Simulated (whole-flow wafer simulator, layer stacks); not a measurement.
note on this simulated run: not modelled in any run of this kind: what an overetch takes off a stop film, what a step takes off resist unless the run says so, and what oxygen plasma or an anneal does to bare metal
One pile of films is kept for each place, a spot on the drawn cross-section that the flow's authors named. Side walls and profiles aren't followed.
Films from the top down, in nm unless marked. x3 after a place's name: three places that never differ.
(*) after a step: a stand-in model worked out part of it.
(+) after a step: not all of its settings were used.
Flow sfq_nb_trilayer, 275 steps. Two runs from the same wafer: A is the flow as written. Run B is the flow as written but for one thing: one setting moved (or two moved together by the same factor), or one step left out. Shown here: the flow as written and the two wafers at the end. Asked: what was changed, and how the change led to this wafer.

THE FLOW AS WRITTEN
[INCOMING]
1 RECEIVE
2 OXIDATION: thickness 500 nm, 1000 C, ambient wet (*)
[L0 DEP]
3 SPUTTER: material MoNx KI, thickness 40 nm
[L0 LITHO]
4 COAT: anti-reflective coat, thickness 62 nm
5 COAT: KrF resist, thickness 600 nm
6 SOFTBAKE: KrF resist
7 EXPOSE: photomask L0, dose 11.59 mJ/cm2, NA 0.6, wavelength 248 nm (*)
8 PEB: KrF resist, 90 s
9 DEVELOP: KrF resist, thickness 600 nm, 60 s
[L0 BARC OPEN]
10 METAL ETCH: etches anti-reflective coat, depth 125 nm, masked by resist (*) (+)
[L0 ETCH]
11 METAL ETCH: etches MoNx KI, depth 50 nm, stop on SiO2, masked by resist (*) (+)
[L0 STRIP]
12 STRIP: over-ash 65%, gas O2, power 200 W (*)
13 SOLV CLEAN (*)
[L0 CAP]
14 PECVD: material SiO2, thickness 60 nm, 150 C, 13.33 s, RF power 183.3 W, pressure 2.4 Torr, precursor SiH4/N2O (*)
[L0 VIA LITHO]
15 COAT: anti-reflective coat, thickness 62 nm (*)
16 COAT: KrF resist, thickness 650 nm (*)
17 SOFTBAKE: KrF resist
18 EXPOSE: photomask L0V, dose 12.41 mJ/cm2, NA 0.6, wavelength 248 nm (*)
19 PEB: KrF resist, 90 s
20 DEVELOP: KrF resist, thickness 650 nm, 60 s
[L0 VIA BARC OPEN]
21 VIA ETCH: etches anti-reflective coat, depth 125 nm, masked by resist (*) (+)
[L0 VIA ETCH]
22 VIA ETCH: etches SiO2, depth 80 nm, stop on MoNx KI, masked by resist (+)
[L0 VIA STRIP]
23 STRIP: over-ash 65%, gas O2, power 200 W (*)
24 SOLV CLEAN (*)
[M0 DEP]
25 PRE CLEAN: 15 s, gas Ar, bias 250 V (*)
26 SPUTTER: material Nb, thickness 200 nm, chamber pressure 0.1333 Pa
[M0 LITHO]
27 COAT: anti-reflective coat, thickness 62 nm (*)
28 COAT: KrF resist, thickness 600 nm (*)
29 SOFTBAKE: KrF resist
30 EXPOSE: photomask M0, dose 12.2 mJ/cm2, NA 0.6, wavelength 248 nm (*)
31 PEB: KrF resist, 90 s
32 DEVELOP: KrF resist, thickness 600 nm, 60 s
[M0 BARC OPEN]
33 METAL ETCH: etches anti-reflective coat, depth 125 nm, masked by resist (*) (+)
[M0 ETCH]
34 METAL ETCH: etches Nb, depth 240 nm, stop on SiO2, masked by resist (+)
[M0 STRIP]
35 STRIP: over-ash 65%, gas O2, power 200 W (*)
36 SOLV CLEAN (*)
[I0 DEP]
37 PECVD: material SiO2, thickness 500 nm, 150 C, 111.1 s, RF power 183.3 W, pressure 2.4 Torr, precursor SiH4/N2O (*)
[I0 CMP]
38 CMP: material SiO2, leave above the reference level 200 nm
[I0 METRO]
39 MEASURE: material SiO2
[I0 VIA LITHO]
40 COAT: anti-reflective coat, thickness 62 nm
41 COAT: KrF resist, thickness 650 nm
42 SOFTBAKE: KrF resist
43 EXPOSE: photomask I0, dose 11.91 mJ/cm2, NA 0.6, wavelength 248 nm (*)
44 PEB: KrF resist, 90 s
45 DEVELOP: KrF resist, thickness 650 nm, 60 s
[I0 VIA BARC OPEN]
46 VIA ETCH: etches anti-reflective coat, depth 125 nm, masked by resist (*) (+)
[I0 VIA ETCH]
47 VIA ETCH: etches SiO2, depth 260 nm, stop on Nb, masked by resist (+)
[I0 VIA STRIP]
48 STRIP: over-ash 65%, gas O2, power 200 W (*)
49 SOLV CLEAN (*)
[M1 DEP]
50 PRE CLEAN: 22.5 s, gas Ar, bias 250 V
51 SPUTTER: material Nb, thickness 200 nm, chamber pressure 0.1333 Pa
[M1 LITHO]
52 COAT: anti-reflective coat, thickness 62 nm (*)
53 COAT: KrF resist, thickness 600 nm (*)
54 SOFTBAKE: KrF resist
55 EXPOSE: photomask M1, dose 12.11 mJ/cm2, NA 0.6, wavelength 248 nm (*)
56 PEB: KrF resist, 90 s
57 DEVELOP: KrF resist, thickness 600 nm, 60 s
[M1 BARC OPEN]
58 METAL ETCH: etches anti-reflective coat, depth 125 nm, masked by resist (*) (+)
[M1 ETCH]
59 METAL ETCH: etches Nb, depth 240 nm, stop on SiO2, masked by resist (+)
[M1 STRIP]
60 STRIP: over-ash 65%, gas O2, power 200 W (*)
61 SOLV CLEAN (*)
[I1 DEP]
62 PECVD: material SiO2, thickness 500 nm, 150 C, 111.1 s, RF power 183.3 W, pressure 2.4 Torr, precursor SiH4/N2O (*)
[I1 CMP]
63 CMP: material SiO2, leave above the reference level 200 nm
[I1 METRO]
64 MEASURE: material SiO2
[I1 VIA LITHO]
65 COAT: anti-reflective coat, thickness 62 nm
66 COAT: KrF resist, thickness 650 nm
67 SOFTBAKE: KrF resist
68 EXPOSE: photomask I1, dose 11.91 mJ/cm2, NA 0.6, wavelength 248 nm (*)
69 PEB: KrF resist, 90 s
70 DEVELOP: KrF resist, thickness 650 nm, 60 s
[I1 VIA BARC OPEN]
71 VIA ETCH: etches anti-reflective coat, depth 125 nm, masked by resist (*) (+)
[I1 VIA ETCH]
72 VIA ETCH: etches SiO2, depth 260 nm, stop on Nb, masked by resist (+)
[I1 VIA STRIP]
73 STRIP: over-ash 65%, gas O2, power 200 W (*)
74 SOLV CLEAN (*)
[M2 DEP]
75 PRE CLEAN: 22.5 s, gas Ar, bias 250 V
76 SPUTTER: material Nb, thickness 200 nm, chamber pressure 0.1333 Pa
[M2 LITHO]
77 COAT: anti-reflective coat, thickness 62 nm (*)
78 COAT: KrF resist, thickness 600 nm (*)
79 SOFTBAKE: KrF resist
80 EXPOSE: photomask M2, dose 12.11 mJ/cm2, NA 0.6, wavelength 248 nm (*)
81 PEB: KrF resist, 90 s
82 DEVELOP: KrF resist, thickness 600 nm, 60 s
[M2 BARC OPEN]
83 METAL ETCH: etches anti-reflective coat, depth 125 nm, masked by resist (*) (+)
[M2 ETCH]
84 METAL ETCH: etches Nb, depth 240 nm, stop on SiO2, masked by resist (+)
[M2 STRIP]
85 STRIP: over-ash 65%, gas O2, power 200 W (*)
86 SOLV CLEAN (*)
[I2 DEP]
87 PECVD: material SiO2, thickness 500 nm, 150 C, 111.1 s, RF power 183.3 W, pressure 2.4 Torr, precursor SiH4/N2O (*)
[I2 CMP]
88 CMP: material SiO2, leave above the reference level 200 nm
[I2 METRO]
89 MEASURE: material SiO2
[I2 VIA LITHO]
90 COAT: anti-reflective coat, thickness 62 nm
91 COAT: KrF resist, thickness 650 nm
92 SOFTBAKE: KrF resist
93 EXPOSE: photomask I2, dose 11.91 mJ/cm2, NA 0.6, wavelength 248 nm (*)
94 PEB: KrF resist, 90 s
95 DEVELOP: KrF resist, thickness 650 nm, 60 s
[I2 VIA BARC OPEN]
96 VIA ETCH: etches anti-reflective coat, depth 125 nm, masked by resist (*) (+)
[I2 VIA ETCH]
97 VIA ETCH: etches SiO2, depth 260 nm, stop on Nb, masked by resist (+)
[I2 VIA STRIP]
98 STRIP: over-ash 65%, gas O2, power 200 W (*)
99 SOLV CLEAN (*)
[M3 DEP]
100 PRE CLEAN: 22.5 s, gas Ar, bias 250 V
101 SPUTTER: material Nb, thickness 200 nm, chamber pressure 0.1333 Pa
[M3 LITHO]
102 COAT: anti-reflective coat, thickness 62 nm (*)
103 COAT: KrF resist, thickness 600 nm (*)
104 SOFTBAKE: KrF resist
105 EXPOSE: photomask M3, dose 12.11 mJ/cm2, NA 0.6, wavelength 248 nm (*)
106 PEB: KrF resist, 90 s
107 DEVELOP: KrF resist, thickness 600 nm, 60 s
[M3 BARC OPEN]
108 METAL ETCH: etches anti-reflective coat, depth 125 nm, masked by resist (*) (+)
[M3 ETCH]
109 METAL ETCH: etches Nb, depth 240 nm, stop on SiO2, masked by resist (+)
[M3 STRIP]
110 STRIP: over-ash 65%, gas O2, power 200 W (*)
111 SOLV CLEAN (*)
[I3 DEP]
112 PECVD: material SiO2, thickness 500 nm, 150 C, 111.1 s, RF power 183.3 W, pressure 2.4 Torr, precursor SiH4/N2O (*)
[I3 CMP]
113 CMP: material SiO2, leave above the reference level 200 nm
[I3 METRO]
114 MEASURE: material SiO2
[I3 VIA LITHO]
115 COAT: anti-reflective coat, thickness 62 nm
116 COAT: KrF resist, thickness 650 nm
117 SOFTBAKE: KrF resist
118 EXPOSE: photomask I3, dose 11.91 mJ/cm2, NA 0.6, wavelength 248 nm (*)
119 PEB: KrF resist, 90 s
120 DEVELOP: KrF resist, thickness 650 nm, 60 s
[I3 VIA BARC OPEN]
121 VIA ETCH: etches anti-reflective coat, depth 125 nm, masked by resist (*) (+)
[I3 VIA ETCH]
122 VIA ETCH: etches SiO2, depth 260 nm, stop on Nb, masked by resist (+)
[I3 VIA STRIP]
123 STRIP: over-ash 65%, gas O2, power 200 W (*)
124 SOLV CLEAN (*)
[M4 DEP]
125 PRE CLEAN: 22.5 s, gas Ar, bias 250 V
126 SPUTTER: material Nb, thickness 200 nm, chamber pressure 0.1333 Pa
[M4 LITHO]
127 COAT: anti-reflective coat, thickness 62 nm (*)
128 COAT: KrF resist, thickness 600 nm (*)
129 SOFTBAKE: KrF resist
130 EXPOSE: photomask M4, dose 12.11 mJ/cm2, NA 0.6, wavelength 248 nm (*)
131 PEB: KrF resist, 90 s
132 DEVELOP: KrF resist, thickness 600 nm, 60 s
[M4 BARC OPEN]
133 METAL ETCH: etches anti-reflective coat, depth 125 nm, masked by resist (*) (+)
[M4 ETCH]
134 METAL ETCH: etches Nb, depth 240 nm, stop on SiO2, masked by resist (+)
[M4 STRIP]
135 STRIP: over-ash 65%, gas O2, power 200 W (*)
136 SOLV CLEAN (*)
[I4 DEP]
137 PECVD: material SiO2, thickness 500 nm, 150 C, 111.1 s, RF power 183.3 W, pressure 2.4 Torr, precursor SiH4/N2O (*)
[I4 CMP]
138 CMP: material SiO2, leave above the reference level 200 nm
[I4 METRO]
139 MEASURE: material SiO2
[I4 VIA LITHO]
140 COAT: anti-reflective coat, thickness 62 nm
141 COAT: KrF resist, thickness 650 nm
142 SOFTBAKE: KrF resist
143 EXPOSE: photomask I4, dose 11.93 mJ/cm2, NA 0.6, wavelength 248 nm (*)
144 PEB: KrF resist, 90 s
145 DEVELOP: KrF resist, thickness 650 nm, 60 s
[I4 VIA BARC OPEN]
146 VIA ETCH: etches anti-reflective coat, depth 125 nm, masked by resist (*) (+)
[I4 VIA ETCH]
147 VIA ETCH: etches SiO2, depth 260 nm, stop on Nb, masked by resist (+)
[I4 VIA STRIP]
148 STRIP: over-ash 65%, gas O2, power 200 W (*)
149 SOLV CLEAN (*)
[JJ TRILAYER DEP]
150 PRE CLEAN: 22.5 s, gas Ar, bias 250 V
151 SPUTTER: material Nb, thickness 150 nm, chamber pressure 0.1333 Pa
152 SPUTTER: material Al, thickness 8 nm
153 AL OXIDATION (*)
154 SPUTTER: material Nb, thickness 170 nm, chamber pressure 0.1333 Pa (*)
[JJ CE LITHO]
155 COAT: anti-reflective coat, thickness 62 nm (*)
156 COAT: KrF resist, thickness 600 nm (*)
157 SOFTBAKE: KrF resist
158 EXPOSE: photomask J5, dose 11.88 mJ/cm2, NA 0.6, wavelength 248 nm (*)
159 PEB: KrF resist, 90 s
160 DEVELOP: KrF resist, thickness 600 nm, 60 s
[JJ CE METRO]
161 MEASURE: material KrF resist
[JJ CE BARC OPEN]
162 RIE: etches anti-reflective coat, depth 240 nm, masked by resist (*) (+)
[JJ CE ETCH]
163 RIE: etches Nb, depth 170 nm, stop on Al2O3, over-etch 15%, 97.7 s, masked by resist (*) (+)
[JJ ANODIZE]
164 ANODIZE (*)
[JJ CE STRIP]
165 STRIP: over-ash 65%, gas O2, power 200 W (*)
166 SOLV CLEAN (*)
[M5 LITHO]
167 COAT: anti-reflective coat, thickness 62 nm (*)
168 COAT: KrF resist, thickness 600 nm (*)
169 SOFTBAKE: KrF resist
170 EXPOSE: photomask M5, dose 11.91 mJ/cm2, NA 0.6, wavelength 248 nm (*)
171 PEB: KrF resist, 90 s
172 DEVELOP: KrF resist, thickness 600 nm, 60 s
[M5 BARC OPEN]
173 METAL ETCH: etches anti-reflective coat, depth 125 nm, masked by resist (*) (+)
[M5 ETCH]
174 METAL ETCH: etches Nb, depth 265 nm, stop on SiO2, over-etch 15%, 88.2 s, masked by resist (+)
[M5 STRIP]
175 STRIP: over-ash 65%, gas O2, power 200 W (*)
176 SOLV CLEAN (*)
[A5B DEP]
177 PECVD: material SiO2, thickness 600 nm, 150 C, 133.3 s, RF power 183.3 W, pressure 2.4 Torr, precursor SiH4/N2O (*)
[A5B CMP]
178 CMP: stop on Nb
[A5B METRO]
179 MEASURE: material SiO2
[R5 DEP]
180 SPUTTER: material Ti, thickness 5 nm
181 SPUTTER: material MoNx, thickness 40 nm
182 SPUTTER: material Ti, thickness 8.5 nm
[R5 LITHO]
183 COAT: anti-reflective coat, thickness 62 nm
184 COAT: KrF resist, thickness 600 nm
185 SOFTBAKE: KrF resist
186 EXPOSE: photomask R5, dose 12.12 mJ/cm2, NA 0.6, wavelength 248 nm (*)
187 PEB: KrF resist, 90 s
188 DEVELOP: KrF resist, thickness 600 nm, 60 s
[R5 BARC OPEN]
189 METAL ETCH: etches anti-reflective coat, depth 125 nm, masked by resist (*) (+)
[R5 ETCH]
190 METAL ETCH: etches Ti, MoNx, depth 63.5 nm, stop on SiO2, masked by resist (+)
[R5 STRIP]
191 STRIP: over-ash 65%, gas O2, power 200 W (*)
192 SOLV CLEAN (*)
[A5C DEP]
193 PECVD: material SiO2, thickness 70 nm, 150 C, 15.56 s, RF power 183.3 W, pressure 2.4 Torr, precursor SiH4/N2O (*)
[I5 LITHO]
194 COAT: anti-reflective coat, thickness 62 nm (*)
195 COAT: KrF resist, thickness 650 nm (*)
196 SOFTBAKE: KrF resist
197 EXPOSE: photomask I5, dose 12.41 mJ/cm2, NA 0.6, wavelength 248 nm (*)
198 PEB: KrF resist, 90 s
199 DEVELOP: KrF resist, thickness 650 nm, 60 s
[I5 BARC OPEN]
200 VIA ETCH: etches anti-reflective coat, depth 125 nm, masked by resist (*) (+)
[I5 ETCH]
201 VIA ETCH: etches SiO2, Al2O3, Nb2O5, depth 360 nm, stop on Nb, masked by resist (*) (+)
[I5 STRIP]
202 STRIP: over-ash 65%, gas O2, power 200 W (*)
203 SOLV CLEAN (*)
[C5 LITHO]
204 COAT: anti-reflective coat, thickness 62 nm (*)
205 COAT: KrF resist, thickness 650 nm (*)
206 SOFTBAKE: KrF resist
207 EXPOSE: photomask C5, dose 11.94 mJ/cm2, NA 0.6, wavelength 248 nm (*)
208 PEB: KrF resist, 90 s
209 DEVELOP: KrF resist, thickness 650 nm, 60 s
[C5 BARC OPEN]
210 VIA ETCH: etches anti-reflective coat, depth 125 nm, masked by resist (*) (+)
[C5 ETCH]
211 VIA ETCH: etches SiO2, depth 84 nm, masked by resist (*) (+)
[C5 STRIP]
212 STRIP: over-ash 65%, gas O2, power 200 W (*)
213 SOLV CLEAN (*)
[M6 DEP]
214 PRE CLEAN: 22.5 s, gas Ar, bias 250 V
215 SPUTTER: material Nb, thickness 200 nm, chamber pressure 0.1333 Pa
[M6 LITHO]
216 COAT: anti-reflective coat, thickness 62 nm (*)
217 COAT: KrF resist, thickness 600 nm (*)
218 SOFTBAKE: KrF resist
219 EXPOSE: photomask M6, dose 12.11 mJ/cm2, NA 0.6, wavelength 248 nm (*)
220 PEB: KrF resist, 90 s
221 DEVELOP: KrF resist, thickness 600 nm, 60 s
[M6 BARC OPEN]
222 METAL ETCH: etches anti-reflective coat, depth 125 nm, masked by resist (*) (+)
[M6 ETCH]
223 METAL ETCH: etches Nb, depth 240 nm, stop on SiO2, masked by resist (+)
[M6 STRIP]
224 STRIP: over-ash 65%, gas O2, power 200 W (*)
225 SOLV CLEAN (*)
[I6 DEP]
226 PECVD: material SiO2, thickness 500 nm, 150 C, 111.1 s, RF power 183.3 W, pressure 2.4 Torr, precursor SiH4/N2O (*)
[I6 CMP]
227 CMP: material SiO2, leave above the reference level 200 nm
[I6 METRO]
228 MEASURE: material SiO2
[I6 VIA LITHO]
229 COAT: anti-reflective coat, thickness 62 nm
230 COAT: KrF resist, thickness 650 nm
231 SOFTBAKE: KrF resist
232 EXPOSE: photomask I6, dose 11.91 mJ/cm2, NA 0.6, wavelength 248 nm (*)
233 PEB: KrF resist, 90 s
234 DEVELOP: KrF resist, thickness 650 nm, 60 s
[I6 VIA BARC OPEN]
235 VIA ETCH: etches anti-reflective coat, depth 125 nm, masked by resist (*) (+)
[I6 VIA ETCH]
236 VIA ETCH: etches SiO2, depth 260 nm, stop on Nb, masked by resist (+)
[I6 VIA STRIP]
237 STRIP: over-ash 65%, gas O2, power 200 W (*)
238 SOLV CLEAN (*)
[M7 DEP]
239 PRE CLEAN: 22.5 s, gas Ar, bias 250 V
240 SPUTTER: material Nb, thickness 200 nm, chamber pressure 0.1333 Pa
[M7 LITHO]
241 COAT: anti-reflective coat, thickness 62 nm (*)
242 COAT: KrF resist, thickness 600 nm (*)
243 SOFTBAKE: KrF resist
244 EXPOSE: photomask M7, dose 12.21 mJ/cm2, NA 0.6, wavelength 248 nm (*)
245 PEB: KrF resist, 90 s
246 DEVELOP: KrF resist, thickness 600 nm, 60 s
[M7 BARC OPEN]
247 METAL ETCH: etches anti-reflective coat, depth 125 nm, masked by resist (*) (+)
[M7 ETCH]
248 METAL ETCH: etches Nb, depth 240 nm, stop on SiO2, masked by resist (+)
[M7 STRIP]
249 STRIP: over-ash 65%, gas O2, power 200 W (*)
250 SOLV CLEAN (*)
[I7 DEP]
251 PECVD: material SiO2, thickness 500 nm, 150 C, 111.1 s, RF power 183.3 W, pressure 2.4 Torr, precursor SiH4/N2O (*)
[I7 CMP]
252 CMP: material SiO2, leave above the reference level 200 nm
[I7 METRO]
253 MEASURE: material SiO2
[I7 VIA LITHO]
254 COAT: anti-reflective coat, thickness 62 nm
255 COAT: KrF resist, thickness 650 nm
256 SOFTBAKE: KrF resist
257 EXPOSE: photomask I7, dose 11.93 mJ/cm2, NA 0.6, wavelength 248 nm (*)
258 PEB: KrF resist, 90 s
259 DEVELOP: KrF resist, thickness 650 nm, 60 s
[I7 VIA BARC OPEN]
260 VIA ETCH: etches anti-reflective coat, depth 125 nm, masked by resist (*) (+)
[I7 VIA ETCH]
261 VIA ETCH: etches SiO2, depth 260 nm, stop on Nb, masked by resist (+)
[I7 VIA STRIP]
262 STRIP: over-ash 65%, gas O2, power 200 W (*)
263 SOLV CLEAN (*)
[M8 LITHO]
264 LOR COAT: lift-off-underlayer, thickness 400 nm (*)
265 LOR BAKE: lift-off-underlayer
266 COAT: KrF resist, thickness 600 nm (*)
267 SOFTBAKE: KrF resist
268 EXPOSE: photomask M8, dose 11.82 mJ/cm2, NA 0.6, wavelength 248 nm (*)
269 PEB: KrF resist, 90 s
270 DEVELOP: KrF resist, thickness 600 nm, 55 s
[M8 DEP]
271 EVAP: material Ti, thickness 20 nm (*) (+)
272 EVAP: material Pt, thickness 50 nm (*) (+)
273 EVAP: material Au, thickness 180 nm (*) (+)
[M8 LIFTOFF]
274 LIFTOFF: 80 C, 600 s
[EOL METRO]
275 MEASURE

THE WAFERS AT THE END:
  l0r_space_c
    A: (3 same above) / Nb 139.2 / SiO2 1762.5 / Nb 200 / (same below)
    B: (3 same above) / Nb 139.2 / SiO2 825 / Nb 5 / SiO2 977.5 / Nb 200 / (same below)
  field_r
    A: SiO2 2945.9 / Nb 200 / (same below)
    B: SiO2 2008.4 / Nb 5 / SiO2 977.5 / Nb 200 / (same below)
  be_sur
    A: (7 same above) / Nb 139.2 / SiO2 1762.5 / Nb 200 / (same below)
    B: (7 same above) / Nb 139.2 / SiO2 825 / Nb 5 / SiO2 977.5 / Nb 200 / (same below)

The cause: step 101, SPUTTER: thickness 245 nm was run, where the flow has thickness 200 nm.

How the change led to this, step by step:
  101 SPUTTER: material Nb, thickness 200 nm, chamber pressure 0.1333 Pa
      field_l, v_sur, via_wl and 102 more: A Nb +200 (new film) | B Nb +245 (new film)
      via_w: A Nb +165.5 | B Nb +203.3
  102 COAT: anti-reflective coat, thickness 62 nm (*)
      via_wl, via_wr: A anti-reflective coat +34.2 (new film) | B anti-reflective coat +32.9 (new film)
  109 METAL ETCH: etches Nb, depth 240 nm, stop on SiO2, masked by resist (+)
      field_l, be, be_sur and 72 more: A Nb -200 (all of it) | B Nb -240
  110 STRIP: over-ash 65%, gas O2, power 200 W (*)
      via_wl, via_wr: A KrF resist -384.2 (all of it), anti-reflective coat -34.2 (all of it) | B KrF resist -384.3 (all of it), anti-reflective coat -32.9 (all of it)
  112 PECVD: material SiO2, thickness 500 nm, 150 C, 111.1 s, RF power 183.3 W, pressure 2.4 Torr, precursor SiH4/N2O (*)
      field_l, be, be_sur and 64 more: A SiO2 +500 | B SiO2 +500 (new film)
      p4_g1, p4_g2, p3_s0, p3_s1, p3_s2, p3_s3, p3_s4, p3_s5: A SiO2 +557.1 | B SiO2 +597.1 (new film)
      (and at 1 more place)
  113 CMP: material SiO2, leave above the reference level 200 nm
      field_l, be, be_sur and 64 more: A SiO2 -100 | B SiO2 -60
      via_w: A SiO2 -181.6 | B SiO2 -157.1
Counting metal films that touch as one body, l0r_space_c has 3 bodies (between them, from the top down: SiO2 825; SiO2 977.5); the flow as written gives 2 bodies (between them, from the top down: SiO2 1762.5).
Counting metal films that touch as one body, field_r has 2 bodies (between them, from the top down: SiO2 977.5); the flow as written gives 1 body.
Counting metal films that touch as one body, be_sur has 5 bodies (between them, from the top down: SiO2 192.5; SiO2 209 / Al2O3 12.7 / Nb2O5 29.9; SiO2 825; SiO2 977.5); the flow as written gives 4 bodies (between them, from the top down: SiO2 192.5; SiO2 209 / Al2O3 12.7 / Nb2O5 29.9; SiO2 1762.5).
